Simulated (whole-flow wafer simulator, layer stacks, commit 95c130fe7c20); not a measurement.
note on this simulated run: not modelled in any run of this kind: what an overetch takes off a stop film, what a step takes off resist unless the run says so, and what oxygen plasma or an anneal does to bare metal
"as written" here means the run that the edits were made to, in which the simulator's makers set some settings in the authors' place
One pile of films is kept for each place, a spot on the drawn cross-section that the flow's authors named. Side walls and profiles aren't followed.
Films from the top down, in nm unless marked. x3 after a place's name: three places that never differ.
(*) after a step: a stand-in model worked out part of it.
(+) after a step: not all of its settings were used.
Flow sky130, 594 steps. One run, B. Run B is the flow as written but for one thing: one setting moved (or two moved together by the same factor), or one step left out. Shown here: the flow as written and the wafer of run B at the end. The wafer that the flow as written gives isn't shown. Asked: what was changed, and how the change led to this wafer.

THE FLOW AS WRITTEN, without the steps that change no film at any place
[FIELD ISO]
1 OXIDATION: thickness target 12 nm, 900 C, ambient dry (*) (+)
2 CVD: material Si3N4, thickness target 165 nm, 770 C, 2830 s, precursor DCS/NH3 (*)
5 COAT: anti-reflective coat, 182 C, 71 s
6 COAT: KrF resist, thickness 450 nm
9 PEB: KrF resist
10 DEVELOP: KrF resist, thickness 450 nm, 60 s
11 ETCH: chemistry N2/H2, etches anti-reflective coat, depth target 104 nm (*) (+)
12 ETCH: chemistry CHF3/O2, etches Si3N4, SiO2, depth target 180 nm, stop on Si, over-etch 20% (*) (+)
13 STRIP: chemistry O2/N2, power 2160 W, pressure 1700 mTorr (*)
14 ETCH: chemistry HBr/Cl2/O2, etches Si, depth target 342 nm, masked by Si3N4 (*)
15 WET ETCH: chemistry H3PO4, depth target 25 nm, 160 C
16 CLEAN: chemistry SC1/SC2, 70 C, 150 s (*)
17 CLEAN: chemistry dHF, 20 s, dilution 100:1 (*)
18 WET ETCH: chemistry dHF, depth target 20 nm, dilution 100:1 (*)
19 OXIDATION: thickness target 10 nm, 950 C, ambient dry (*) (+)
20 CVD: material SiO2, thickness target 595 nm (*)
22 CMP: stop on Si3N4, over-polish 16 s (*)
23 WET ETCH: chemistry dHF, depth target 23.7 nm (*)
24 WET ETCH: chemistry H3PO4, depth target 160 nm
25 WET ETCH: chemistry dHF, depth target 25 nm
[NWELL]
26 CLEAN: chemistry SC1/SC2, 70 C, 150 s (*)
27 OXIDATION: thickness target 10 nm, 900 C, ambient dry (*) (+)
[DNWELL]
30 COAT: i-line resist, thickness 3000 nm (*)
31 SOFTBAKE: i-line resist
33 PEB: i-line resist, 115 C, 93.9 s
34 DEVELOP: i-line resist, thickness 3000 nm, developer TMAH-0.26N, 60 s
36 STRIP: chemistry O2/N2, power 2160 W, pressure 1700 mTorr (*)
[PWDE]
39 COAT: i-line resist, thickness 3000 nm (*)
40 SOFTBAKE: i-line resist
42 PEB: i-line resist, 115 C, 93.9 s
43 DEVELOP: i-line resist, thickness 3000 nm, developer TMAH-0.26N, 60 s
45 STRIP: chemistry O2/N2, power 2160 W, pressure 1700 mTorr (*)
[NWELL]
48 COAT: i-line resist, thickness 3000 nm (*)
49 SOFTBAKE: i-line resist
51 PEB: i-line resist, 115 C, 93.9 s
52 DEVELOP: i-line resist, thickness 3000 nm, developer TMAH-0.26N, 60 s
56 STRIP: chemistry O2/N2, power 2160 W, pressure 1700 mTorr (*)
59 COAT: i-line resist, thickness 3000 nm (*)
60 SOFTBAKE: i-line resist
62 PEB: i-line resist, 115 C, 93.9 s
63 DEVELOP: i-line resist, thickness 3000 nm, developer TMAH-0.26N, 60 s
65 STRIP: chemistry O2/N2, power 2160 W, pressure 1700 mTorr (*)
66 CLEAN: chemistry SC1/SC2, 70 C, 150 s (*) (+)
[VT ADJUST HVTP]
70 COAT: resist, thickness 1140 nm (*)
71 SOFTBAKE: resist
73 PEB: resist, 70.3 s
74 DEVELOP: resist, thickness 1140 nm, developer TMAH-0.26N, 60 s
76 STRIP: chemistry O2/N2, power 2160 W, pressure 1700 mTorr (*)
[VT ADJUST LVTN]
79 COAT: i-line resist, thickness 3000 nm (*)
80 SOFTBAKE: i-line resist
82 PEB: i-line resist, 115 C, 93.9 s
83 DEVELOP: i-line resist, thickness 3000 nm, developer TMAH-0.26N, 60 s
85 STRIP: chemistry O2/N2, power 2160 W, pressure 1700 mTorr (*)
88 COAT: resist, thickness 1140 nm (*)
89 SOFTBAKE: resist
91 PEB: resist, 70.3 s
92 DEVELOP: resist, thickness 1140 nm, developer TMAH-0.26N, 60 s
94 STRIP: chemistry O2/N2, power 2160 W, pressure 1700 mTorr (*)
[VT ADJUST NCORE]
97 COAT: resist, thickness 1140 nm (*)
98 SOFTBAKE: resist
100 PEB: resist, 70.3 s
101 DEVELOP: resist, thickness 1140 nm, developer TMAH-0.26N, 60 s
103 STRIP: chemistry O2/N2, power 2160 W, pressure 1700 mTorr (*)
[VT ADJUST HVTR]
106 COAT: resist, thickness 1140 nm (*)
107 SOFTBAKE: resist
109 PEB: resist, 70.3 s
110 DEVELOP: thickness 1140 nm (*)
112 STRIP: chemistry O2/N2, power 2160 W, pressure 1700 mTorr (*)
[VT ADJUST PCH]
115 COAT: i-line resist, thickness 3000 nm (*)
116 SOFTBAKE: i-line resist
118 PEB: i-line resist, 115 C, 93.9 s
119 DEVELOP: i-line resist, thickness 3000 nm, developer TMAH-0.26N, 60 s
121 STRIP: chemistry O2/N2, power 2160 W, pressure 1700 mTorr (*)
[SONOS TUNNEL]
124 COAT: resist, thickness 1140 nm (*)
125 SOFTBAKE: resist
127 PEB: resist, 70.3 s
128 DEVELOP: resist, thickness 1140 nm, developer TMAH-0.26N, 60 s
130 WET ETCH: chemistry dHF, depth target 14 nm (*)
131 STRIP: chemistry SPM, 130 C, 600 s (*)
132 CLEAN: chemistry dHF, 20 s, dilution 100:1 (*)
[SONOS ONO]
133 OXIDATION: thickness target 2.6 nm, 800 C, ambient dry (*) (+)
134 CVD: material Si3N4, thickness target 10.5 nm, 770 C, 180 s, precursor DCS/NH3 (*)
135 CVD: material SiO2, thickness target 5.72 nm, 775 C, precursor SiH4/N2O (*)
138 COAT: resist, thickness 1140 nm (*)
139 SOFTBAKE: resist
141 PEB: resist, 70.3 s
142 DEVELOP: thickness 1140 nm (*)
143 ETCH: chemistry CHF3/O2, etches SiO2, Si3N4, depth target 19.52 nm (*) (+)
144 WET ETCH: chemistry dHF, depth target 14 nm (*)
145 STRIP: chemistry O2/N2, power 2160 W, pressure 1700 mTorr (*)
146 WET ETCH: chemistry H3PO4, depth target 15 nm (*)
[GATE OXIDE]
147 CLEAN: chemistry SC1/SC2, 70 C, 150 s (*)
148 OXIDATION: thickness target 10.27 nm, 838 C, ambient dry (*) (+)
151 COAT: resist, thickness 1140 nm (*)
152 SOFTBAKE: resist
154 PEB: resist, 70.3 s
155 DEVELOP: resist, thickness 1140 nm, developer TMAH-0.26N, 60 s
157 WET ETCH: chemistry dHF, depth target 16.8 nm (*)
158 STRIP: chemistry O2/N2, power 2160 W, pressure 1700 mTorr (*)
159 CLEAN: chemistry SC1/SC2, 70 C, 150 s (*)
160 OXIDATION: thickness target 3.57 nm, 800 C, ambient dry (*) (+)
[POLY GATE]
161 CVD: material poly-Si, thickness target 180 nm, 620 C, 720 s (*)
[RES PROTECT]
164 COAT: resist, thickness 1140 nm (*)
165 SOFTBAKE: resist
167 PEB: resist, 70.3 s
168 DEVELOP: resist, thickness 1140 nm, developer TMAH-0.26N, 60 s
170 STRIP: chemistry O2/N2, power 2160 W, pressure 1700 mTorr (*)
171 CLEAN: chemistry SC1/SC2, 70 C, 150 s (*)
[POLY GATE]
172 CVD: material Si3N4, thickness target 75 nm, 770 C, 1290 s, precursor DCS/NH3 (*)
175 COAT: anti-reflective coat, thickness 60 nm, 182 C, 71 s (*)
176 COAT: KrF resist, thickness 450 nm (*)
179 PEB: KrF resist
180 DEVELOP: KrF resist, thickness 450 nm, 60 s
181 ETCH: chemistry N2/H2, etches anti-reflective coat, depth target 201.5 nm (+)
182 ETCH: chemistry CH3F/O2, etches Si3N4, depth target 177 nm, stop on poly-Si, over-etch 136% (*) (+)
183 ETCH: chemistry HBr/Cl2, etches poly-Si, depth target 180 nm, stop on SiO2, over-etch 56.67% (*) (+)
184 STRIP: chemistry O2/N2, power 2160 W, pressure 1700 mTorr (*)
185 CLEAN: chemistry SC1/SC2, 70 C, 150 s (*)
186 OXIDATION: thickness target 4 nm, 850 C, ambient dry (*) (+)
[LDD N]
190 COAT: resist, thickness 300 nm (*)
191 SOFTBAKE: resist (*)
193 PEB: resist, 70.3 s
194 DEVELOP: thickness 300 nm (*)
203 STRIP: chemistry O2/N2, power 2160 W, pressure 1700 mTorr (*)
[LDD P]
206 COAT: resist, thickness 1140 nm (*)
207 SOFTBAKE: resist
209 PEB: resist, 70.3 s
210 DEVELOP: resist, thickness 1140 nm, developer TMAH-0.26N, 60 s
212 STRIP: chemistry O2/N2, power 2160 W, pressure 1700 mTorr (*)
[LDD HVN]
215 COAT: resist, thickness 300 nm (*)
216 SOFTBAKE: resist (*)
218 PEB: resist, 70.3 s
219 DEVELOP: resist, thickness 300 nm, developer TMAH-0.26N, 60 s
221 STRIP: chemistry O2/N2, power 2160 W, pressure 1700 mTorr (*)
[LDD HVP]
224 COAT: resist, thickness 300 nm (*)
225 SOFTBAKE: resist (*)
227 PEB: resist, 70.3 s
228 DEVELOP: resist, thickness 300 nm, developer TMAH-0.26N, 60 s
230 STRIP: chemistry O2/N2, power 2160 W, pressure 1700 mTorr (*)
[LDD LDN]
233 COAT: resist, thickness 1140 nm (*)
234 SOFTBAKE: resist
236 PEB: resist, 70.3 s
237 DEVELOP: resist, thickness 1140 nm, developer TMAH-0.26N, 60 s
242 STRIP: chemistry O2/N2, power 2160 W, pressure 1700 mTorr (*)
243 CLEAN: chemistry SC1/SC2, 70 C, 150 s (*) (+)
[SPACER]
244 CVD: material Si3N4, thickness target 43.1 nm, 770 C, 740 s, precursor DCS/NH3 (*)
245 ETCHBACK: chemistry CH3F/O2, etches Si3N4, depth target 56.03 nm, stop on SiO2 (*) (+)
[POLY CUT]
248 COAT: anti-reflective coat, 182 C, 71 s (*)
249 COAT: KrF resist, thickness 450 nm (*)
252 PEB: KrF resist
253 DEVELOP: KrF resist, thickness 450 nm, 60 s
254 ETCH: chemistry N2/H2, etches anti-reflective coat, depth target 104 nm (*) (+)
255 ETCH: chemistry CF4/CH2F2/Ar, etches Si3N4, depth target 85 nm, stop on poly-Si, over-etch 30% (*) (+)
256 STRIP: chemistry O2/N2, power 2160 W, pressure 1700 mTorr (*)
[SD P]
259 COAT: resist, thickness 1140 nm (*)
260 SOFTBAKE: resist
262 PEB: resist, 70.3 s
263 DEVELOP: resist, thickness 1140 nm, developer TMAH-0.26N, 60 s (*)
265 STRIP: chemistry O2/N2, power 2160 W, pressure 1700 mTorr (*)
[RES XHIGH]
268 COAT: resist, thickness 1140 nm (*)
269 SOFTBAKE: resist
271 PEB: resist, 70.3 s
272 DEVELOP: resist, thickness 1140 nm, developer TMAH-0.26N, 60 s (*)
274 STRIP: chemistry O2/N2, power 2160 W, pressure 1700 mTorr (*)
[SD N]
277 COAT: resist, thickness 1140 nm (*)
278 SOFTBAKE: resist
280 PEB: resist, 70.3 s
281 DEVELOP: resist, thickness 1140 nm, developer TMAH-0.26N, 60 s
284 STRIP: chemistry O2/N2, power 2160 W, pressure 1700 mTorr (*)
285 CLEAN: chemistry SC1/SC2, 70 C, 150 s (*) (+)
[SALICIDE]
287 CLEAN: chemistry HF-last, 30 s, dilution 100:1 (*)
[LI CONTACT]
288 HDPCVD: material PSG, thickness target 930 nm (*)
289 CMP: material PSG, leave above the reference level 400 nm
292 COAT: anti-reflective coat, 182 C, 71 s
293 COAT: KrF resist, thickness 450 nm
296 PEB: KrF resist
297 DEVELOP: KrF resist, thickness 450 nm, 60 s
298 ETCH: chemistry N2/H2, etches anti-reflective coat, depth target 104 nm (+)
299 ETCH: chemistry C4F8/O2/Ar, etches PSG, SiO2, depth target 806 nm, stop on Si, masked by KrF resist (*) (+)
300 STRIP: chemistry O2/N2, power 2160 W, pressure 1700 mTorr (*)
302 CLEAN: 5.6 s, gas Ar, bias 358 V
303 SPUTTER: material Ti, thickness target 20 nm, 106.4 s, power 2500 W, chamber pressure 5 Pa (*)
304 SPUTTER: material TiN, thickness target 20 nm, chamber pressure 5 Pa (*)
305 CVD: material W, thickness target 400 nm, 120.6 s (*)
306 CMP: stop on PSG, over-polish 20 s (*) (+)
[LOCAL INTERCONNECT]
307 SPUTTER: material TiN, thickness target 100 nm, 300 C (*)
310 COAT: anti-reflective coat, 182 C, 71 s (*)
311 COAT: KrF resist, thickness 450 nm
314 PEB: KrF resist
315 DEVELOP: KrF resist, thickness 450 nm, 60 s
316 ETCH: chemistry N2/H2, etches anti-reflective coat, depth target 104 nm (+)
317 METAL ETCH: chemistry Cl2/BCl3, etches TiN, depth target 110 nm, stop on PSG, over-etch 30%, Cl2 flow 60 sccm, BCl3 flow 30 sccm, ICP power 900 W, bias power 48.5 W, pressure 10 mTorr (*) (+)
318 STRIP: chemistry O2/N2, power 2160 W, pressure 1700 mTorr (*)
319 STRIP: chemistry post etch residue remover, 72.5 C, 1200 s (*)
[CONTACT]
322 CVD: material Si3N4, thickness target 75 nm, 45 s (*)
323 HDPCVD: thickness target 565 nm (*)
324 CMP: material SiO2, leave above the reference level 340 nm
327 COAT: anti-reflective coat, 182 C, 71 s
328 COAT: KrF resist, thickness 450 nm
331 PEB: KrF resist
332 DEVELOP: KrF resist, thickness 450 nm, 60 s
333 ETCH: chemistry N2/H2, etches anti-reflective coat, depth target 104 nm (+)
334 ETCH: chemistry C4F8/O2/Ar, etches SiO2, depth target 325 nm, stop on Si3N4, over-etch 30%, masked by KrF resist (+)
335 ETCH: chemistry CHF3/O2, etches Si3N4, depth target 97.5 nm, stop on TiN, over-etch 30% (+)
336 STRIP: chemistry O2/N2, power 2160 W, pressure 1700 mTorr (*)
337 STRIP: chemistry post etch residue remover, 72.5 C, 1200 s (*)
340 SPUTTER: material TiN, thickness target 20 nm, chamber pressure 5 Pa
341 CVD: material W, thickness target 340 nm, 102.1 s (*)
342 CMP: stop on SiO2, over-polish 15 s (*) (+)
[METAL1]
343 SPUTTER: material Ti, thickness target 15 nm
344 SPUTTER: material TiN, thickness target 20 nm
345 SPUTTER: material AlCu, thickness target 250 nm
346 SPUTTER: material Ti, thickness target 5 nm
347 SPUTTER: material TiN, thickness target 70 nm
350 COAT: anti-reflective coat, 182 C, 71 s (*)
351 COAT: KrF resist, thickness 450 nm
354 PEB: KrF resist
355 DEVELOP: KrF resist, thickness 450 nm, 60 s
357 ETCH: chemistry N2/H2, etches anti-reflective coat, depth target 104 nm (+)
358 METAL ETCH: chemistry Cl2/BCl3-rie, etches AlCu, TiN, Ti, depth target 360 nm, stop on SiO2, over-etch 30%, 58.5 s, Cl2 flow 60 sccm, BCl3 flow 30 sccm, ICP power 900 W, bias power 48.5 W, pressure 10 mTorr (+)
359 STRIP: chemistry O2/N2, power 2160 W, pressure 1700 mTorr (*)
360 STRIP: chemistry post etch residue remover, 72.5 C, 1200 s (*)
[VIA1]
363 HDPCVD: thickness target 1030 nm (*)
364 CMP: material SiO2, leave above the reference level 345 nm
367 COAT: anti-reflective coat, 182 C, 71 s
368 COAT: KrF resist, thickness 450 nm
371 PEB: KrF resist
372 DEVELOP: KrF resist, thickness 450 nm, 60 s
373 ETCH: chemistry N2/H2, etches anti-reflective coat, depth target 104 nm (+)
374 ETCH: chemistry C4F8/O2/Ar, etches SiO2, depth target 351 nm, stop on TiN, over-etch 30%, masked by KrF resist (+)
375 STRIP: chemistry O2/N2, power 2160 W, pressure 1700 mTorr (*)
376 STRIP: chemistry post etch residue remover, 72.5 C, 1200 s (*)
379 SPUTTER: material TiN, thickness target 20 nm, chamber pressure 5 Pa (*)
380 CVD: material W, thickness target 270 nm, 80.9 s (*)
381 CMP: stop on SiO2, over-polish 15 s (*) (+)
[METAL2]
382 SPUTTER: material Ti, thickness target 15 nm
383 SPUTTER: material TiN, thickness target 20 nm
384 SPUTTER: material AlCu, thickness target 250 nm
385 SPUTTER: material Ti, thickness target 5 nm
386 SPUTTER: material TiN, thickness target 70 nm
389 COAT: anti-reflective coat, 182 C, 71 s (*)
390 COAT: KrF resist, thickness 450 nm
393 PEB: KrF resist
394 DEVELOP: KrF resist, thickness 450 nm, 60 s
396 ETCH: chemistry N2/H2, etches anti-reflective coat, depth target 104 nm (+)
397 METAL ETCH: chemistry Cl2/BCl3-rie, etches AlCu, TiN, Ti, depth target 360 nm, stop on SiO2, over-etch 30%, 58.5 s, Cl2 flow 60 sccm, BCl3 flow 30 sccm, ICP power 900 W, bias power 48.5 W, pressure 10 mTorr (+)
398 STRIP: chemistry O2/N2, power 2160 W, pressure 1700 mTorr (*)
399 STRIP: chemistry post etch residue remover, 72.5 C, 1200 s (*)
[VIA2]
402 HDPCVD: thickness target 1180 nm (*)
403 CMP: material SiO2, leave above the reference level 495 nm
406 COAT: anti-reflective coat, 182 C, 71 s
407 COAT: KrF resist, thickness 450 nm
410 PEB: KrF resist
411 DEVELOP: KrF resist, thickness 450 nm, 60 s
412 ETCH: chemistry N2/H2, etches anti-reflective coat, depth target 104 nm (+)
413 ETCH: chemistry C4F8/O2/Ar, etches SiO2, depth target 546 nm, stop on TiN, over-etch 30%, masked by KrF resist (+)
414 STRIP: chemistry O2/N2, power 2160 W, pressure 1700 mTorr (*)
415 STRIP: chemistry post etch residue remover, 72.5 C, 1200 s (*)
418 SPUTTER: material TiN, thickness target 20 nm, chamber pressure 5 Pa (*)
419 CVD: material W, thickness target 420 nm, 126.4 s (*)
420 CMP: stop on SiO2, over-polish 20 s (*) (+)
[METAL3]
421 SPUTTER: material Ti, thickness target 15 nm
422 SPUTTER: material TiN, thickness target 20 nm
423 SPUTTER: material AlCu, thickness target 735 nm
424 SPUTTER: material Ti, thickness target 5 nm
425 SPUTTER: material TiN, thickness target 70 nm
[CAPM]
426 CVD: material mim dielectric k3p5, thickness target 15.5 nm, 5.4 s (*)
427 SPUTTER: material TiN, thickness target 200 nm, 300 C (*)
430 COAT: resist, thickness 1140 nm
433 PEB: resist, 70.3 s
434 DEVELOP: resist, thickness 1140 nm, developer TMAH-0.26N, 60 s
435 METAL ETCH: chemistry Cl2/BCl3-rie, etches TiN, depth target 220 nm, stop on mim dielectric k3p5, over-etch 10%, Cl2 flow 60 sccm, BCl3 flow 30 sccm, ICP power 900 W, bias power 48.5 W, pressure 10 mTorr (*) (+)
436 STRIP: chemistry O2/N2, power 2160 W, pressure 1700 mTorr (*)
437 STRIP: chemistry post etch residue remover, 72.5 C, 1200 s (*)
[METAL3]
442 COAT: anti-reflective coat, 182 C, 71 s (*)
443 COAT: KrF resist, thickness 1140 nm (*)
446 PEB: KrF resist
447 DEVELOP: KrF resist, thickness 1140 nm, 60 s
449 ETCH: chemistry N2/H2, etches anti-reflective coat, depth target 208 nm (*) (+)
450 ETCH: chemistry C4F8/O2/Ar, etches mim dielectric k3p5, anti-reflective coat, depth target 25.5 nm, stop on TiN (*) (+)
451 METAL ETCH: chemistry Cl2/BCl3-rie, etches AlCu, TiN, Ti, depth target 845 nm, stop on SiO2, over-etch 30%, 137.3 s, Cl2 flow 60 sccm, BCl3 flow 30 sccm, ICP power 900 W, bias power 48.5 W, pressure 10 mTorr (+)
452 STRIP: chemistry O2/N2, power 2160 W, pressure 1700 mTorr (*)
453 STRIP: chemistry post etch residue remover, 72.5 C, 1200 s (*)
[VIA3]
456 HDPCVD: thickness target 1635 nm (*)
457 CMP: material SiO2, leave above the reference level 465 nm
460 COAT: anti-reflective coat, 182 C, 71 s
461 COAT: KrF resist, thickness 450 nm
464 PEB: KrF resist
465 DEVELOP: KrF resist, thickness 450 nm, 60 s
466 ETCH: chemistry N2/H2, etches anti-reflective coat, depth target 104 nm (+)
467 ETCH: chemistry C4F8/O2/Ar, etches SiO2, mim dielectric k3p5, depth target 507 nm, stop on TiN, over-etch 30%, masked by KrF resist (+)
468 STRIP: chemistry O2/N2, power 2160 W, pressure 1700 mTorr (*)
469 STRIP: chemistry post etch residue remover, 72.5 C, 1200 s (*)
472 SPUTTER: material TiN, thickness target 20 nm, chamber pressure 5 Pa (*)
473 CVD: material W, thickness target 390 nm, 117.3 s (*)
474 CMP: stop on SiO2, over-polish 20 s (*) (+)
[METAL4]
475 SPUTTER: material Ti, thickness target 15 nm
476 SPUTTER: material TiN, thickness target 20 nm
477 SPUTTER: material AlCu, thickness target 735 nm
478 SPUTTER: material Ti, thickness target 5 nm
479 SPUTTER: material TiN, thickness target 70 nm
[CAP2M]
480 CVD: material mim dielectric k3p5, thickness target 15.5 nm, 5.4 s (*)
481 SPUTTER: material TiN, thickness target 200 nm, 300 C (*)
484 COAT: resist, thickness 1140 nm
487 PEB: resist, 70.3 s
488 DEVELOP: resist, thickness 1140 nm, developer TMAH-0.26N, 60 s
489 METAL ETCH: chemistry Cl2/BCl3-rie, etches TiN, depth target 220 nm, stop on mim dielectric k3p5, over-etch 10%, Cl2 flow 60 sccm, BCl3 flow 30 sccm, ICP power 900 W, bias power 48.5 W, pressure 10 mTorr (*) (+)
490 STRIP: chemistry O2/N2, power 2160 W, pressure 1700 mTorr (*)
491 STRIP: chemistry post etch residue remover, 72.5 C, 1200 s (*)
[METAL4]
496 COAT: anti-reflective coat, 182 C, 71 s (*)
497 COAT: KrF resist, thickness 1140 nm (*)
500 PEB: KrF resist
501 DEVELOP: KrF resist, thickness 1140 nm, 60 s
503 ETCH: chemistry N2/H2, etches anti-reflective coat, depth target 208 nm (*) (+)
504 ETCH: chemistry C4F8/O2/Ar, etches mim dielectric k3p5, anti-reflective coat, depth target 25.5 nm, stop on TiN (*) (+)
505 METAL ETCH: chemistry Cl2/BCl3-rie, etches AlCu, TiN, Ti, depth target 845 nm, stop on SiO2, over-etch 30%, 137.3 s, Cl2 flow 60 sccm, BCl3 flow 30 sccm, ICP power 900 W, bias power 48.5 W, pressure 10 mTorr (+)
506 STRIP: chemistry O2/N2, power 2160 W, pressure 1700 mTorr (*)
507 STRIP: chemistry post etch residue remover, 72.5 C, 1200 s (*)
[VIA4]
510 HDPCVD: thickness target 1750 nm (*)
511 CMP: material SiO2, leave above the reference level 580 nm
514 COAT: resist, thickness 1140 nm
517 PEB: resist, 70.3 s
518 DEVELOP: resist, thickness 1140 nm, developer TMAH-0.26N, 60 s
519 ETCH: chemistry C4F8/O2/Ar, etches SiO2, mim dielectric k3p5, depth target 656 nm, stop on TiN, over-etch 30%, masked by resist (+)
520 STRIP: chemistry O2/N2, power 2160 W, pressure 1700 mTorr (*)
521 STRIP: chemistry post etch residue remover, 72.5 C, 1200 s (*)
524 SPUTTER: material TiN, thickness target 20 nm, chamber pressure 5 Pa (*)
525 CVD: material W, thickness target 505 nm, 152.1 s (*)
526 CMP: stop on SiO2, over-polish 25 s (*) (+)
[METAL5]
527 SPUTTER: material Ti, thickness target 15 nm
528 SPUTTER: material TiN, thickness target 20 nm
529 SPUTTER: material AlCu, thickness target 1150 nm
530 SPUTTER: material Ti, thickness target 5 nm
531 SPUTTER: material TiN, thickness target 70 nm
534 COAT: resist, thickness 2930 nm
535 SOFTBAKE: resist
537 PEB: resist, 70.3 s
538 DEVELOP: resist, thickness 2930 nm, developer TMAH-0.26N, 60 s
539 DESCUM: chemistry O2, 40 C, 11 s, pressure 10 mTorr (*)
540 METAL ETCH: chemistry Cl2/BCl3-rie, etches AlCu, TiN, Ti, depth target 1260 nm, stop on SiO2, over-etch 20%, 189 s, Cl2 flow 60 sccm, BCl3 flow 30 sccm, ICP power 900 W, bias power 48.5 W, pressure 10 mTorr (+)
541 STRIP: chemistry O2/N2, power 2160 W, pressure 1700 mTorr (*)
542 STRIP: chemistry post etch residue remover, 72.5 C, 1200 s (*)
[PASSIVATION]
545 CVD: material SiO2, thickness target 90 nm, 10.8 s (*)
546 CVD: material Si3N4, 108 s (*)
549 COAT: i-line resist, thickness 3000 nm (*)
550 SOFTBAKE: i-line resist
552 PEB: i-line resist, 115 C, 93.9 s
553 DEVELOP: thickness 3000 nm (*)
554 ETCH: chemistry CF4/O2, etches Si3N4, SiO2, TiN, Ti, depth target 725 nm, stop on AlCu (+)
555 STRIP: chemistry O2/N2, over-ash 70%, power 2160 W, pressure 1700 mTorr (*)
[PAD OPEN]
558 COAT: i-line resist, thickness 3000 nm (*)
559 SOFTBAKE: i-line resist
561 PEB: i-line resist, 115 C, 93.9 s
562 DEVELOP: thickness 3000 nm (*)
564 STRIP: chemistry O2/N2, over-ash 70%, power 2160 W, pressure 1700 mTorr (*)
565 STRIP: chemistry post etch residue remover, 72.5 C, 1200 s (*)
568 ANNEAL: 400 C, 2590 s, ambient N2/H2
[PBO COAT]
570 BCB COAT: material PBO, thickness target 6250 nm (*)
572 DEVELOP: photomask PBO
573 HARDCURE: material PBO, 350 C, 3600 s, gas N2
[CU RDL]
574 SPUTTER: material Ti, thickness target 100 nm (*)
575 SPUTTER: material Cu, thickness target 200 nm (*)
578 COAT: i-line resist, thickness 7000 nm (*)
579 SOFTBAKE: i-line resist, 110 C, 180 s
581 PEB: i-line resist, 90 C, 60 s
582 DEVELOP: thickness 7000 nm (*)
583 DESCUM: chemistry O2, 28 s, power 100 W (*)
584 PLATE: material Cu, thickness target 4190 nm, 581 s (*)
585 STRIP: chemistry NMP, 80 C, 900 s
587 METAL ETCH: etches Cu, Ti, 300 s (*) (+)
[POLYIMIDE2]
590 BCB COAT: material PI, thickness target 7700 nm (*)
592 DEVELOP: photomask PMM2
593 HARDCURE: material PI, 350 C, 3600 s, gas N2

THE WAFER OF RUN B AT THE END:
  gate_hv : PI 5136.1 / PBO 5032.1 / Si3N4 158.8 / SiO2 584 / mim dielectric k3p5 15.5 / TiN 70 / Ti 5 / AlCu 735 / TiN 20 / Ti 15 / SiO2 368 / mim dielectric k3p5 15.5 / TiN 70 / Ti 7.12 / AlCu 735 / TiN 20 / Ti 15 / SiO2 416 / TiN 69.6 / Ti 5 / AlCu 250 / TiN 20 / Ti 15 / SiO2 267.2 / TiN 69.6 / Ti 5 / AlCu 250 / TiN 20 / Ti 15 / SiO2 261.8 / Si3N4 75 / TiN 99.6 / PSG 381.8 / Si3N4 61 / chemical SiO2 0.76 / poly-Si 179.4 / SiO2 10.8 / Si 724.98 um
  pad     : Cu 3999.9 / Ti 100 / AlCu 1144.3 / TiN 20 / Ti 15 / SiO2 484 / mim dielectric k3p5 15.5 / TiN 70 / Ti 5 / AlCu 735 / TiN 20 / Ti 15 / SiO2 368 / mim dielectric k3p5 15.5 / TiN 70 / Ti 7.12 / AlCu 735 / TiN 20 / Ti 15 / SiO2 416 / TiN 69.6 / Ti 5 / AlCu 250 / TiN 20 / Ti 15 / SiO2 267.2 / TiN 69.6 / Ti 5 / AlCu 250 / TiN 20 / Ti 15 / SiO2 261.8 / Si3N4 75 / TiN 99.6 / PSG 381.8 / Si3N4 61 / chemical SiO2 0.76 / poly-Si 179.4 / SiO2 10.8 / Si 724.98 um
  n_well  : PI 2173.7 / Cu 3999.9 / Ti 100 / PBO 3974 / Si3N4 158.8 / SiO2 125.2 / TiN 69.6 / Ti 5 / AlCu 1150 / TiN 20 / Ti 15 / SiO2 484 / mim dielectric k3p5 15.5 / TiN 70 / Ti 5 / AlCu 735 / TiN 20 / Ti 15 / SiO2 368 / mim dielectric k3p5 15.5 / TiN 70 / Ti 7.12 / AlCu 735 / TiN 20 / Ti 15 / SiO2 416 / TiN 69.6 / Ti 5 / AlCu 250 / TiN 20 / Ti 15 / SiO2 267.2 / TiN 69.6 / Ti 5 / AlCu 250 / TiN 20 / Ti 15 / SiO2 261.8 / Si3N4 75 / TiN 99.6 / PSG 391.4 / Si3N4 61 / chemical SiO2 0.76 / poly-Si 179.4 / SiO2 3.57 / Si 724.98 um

The cause: step 424, SPUTTER: thickness target 7.12 nm was run, where the flow has thickness target 5 nm.
It can be read off the wafer: gate_hv has Ti 7.12, and step 424 as written asks for 5 nm.

How the change led to this, step by step:
  424 SPUTTER: material Ti, thickness target 5 nm
      field, active, n_well and 188 more: Ti +7.12 (new film) (as written it would be: Ti +5 (new film))
  451 METAL ETCH: chemistry Cl2/BCl3-rie, etches AlCu, TiN, Ti, depth target 845 nm, stop on SiO2, over-etch 30%, 137.3 s, Cl2 flow 60 sccm, BCl3 flow 30 sccm, ICP power 900 W, bias power 48.5 W, pressure 10 mTorr (+)
      field, gate, spacer and 68 more: TiN -70 (all of it), Ti -7.12 (all of it), AlCu -735 (all of it), TiN -20 (all of it), Ti -15 (all of it), SiO2 -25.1 (as written it would be: TiN -70 (all of it), Ti -5 (all of it), AlCu -735 (all of it), TiN -20 (all of it), Ti -15 (all of it), SiO2 -25.4)
      active, vpp_ln, vpp_iso2 and 11 more: TiN -70 (all of it), Ti -7.12 (all of it), AlCu -735 (all of it), TiN -20 (all of it), Ti -15 (all of it), SiO2 -25.1 (as written it would be: TiN -70 (all of it), Ti -5 (all of it), AlCu -735 (all of it), TiN -20 (all of it), Ti -15 (all of it), SiO2 -25.3)
